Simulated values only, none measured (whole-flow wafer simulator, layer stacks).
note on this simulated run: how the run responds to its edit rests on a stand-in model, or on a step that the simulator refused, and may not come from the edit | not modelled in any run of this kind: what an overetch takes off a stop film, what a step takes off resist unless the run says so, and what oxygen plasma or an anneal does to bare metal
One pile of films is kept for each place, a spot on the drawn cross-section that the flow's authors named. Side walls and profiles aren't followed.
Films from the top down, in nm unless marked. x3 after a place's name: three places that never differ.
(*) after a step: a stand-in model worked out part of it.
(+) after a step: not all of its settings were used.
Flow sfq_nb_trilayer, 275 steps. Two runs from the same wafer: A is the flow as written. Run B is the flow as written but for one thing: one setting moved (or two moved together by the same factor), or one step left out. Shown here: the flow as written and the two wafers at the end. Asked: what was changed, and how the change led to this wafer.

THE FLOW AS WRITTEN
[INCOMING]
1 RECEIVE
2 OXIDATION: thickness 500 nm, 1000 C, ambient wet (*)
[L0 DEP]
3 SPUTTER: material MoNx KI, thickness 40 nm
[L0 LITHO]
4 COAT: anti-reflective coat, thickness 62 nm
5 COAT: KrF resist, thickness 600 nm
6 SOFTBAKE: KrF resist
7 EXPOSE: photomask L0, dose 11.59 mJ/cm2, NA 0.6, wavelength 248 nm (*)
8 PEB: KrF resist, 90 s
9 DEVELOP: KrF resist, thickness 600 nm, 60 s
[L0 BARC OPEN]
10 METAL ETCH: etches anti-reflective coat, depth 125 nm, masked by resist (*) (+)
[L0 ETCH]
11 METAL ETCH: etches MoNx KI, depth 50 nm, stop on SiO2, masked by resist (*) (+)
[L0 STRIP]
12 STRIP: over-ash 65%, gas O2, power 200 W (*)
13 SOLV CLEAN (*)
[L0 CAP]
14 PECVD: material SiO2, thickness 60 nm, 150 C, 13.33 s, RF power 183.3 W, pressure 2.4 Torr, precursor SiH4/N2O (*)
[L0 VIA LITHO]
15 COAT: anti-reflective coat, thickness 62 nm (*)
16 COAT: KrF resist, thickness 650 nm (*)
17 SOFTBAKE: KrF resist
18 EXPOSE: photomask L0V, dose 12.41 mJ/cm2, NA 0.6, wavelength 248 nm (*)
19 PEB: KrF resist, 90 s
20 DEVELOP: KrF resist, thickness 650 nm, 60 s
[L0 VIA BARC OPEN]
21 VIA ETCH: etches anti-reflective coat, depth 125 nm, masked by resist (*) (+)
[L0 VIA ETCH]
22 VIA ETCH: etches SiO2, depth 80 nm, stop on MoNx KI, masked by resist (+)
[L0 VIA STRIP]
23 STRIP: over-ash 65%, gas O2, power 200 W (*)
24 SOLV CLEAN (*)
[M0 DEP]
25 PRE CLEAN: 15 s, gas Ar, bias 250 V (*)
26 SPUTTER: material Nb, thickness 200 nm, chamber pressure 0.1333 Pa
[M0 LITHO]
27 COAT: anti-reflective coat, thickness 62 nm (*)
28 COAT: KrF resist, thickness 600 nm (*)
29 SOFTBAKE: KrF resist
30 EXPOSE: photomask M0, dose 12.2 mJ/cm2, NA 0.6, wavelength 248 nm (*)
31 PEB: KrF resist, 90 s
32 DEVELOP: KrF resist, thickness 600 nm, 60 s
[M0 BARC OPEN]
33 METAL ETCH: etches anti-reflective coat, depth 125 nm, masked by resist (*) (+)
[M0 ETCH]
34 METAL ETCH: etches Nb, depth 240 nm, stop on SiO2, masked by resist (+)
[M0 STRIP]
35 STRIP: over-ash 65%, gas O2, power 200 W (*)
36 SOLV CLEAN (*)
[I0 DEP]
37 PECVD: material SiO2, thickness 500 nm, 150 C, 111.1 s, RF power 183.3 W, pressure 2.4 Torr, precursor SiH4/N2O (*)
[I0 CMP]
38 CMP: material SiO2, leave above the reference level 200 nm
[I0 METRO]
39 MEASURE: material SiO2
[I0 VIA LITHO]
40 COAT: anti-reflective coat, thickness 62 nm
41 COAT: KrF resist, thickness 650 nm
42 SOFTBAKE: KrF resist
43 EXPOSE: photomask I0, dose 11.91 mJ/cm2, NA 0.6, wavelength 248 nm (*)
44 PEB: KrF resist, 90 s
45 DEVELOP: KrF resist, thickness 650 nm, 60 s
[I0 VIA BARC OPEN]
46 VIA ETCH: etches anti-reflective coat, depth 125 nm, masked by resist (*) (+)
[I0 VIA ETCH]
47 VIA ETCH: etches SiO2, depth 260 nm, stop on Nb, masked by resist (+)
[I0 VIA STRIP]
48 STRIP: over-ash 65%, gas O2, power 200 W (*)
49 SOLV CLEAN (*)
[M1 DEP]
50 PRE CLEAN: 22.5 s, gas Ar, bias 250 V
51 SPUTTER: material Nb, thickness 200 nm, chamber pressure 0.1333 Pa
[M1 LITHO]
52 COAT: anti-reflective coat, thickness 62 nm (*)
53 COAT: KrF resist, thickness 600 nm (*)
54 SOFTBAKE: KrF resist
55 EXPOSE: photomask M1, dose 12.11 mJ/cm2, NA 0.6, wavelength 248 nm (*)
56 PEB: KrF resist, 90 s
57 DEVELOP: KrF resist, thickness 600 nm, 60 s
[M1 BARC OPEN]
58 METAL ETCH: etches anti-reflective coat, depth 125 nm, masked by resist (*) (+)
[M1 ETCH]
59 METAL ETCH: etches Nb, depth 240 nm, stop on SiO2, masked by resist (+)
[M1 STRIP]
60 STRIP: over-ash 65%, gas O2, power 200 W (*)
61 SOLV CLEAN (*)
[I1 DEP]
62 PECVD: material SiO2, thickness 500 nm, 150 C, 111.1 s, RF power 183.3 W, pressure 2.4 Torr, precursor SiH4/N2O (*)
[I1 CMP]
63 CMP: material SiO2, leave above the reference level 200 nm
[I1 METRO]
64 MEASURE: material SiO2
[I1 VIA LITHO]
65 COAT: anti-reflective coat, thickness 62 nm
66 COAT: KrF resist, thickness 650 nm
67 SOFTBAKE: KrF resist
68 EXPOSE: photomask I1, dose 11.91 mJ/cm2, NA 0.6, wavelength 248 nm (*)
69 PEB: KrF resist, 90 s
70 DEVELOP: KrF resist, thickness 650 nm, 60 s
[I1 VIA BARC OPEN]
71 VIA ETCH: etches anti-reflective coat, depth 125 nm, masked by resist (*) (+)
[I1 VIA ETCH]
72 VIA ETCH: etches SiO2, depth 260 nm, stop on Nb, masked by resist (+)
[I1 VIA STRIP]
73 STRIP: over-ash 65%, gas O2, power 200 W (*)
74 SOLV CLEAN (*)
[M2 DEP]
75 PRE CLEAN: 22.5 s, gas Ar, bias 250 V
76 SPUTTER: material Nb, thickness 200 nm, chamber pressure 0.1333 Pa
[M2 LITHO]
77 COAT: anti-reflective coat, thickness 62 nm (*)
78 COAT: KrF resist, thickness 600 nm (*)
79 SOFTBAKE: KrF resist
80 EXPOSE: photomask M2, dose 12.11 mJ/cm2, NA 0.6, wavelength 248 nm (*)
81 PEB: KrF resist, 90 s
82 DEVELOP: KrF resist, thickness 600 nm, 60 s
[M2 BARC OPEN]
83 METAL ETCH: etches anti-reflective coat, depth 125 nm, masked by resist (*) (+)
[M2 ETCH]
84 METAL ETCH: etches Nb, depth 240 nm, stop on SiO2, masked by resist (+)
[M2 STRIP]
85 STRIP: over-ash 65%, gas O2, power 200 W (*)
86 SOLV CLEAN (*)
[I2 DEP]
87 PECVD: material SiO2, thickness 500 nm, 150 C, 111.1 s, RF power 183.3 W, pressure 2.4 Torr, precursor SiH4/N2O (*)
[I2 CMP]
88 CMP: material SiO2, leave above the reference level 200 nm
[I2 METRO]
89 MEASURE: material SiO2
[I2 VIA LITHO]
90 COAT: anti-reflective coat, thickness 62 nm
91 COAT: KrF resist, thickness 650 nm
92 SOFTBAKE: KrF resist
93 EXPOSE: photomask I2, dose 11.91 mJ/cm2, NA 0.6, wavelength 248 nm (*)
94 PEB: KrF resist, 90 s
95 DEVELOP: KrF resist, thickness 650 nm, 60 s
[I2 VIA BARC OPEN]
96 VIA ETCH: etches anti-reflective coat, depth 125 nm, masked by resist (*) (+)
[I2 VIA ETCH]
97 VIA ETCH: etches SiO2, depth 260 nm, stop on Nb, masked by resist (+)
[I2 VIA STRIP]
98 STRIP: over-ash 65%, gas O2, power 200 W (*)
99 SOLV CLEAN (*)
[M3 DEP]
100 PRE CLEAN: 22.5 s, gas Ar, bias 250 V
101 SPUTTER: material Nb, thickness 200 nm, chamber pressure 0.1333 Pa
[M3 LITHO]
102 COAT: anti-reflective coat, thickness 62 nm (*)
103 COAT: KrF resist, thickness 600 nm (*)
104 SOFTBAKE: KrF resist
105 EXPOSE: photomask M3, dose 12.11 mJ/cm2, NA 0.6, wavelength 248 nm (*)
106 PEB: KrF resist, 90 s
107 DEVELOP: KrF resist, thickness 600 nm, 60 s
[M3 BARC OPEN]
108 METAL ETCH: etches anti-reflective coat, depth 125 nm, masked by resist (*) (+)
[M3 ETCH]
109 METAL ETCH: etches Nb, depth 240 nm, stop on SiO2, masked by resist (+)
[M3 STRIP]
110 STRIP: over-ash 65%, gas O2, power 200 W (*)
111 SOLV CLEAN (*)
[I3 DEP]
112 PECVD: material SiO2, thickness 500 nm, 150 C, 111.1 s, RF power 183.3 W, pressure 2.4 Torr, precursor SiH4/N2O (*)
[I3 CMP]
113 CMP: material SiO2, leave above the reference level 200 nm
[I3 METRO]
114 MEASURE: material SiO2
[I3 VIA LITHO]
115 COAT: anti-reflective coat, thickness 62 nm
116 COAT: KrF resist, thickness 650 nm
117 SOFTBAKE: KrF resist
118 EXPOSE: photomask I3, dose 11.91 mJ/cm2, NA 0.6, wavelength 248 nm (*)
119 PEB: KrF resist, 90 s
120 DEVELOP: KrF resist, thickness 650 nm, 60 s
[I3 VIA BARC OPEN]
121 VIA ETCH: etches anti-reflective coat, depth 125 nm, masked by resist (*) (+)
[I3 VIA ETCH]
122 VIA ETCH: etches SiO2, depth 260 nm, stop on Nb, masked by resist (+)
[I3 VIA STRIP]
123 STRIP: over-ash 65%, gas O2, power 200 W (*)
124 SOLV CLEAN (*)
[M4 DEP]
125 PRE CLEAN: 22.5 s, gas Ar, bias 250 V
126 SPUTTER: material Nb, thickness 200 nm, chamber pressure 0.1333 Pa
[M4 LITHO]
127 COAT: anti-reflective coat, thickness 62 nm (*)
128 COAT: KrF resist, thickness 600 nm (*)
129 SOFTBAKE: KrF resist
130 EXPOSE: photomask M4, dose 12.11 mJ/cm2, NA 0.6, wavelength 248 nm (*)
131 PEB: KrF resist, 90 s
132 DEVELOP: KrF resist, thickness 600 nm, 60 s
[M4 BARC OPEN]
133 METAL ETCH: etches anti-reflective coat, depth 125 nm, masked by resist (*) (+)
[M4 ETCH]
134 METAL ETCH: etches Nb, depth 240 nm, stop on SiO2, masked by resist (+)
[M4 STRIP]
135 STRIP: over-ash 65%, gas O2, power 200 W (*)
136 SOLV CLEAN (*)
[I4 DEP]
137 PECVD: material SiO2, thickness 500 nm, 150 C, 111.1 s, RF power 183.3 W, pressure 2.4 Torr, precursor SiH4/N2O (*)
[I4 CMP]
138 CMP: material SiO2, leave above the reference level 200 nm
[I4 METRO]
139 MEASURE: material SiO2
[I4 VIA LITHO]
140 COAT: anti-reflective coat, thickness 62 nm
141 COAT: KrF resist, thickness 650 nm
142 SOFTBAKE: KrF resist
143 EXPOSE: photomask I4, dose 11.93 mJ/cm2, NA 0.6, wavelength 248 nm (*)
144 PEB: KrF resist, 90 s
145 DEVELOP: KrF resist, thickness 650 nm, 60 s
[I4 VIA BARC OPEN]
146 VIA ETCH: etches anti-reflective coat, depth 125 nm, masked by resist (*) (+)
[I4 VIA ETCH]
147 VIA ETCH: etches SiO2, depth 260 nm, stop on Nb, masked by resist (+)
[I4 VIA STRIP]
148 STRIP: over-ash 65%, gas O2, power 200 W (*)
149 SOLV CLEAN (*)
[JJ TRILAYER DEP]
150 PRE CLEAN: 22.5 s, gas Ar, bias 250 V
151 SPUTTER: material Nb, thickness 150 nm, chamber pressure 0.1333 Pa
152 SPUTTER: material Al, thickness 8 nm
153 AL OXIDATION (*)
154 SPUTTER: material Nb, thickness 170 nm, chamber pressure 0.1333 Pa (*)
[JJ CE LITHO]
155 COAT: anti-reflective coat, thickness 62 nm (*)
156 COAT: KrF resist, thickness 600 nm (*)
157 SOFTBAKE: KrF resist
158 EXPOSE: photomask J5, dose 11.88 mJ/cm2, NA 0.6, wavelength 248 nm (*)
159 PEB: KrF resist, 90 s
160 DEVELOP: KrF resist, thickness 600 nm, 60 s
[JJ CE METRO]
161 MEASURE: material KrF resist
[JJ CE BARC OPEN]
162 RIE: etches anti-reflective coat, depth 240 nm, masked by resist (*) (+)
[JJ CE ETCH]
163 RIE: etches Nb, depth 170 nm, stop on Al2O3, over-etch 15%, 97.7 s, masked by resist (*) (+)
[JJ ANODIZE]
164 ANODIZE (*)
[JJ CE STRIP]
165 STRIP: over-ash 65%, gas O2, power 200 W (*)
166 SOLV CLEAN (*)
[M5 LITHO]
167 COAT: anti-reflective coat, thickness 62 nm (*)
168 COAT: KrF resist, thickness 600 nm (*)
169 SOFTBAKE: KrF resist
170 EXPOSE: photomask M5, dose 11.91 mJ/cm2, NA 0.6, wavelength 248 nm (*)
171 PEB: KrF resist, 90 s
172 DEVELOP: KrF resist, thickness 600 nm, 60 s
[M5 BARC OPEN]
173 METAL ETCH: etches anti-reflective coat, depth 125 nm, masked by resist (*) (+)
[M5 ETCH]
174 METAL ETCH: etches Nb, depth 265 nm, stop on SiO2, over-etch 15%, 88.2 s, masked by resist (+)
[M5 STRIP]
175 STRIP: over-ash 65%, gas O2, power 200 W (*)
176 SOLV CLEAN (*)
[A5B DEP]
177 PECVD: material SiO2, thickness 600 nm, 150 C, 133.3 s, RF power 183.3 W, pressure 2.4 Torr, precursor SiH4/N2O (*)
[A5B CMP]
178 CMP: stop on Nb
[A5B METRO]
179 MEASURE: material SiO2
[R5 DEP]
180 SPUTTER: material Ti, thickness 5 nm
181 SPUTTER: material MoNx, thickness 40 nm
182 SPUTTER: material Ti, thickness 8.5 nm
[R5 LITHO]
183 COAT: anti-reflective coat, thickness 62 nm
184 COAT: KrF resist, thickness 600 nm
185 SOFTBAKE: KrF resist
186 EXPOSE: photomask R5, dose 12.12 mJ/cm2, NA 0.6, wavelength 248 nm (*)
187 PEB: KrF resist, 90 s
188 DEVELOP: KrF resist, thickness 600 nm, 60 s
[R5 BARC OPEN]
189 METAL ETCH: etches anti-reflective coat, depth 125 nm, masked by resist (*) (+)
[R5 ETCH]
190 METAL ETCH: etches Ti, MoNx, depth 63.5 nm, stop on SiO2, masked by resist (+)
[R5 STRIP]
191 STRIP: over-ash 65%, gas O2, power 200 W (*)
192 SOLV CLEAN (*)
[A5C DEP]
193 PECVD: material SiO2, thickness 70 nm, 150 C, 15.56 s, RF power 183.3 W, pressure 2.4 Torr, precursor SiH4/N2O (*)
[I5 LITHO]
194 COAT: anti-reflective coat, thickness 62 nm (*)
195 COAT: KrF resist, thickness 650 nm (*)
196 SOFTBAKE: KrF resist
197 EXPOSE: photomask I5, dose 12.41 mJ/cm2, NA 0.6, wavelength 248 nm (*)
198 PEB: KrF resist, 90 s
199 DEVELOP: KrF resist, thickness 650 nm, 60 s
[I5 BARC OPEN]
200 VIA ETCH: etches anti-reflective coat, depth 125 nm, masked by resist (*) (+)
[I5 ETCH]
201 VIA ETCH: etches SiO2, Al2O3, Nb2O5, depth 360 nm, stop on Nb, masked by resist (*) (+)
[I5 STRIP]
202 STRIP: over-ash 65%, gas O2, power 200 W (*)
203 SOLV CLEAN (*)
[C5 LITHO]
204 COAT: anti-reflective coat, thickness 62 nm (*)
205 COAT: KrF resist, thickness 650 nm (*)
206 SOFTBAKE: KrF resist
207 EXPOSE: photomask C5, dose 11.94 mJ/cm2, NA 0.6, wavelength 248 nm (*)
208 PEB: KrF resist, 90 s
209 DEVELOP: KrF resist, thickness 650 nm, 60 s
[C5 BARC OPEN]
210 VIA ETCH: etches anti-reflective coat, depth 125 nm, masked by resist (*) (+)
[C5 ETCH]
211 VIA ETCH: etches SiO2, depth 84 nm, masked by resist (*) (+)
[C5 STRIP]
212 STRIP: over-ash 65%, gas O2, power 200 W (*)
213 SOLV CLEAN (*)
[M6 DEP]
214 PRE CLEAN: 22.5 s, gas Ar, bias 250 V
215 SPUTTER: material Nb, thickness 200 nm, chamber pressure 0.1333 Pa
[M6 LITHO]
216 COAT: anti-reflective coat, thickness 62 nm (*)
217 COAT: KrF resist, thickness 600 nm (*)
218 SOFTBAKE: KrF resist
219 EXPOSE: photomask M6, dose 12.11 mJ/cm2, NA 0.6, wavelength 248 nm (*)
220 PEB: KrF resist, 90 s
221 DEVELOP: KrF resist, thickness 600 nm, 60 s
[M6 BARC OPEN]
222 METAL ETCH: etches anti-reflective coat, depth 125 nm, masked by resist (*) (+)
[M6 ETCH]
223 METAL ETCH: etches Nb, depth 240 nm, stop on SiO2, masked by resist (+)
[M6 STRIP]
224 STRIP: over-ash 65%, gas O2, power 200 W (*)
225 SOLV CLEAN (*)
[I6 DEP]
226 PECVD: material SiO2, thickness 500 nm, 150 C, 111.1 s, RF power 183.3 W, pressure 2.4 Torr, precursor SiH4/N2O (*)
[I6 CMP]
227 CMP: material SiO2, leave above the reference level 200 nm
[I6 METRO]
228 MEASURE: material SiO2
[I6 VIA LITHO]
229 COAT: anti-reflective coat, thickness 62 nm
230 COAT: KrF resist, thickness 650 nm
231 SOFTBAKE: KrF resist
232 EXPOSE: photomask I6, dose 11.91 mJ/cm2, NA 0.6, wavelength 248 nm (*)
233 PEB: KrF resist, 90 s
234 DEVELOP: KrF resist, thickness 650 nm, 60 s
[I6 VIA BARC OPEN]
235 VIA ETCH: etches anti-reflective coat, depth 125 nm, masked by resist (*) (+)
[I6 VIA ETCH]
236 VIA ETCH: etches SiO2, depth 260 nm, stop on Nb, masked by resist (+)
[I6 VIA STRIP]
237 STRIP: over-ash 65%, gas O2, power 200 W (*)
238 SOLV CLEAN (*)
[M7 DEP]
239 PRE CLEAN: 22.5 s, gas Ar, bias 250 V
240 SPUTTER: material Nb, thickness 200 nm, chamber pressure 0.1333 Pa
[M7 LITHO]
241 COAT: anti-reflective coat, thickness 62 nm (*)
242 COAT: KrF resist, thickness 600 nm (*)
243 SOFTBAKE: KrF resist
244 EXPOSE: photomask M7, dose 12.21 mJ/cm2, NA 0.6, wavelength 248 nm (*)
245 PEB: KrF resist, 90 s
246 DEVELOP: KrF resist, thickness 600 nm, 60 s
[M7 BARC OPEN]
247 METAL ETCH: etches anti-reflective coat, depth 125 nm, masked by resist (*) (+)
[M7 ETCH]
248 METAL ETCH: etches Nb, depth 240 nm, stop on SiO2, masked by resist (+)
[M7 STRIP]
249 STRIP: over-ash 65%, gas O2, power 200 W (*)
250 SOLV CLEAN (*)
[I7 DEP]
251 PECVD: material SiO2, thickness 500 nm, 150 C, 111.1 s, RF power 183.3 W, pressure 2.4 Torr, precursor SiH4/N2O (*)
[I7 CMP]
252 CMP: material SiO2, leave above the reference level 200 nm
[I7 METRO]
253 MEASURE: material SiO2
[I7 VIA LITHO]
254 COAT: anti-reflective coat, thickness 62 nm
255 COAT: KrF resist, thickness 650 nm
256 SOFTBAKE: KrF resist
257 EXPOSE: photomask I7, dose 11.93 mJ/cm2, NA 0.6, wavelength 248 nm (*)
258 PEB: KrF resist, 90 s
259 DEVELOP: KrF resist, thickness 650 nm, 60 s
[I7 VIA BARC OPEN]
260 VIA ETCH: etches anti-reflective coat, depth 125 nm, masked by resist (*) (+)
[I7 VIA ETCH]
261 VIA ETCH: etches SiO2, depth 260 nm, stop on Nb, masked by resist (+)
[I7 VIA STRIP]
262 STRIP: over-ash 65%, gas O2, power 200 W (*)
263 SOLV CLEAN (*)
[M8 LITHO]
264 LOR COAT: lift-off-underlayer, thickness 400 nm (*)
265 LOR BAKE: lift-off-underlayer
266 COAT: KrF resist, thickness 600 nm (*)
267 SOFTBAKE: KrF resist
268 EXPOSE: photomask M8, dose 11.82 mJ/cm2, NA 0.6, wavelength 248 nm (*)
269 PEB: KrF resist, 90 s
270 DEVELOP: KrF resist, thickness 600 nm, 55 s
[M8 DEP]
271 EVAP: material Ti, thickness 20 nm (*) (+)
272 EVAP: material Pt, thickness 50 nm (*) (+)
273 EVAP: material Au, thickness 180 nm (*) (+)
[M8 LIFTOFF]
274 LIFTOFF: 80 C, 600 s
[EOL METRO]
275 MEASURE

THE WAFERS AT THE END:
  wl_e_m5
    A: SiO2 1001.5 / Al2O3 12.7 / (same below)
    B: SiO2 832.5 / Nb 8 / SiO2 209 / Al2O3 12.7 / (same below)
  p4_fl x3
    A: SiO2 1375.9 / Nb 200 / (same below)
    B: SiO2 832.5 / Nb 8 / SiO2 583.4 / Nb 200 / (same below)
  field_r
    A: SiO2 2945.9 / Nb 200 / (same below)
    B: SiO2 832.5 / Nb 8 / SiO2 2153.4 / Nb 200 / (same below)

The cause: step 215, SPUTTER: thickness 248 nm was run, where the flow has thickness 200 nm.

How the change led to this, step by step:
  215 SPUTTER: material Nb, thickness 200 nm, chamber pressure 0.1333 Pa
      field_l, v_sur, via_wl and 100 more: A Nb +200 (new film) | B Nb +248 (new film)
      be: A Nb +147.3 | B Nb +182.1
      (and at 2 more places)
  216 COAT: anti-reflective coat, thickness 62 nm (*)
      be: A anti-reflective coat +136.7 (new film) | B anti-reflective coat +140.9 (new film)
  223 METAL ETCH: etches Nb, depth 240 nm, stop on SiO2, masked by resist (+)
      field_l, gap, moat and 76 more: A Nb -200 (all of it) | B Nb -240
  224 STRIP: over-ash 65%, gas O2, power 200 W (*)
      be: A KrF resist -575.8 (all of it), anti-reflective coat -136.7 (all of it) | B KrF resist -583.5 (all of it), anti-reflective coat -140.9 (all of it)
  226 PECVD: material SiO2, thickness 500 nm, 150 C, 111.1 s, RF power 183.3 W, pressure 2.4 Torr, precursor SiH4/N2O (*)
      field_l, p4_fl x3, p4_w1 x9 and 52 more: A SiO2 +500 | B SiO2 +500 (new film)
      moat, field_r, lsp_l, ln_m5, lsp_m: A SiO2 +493.6 | B SiO2 +492.3 (new film)
      (and at 10 more places)
  227 CMP: material SiO2, leave above the reference level 200 nm
      field_l, p4_fl x3, p4_w1 x9 and 49 more: A SiO2 -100 | B SiO2 -60
      moat, field_r, lsp_l, ln_m5, lsp_m: A SiO2 -93.6 | B SiO2 -52.3
      (and at 9 more places)
Counting metal films that touch as one body, wl_e_m5 has 7 bodies (between them, from the top down: SiO2 209 / Al2O3 12.7 / Nb2O5 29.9; SiO2 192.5; SiO2 192.5; SiO2 192.5; SiO2 192.5; SiO2 192.5); the flow as written gives 6 bodies (between them, from the top down: SiO2 192.5; SiO2 192.5; SiO2 192.5; SiO2 192.5; SiO2 192.5).
Counting metal films that touch as one body, p4_fl x3 has 3 bodies (between them, from the top down: SiO2 583.4; SiO2 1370); the flow as written gives 2 bodies (between them, from the top down: SiO2 1370).
Counting metal films that touch as one body, field_r has 2 bodies (between them, from the top down: SiO2 2153.4); the flow as written gives 1 body.
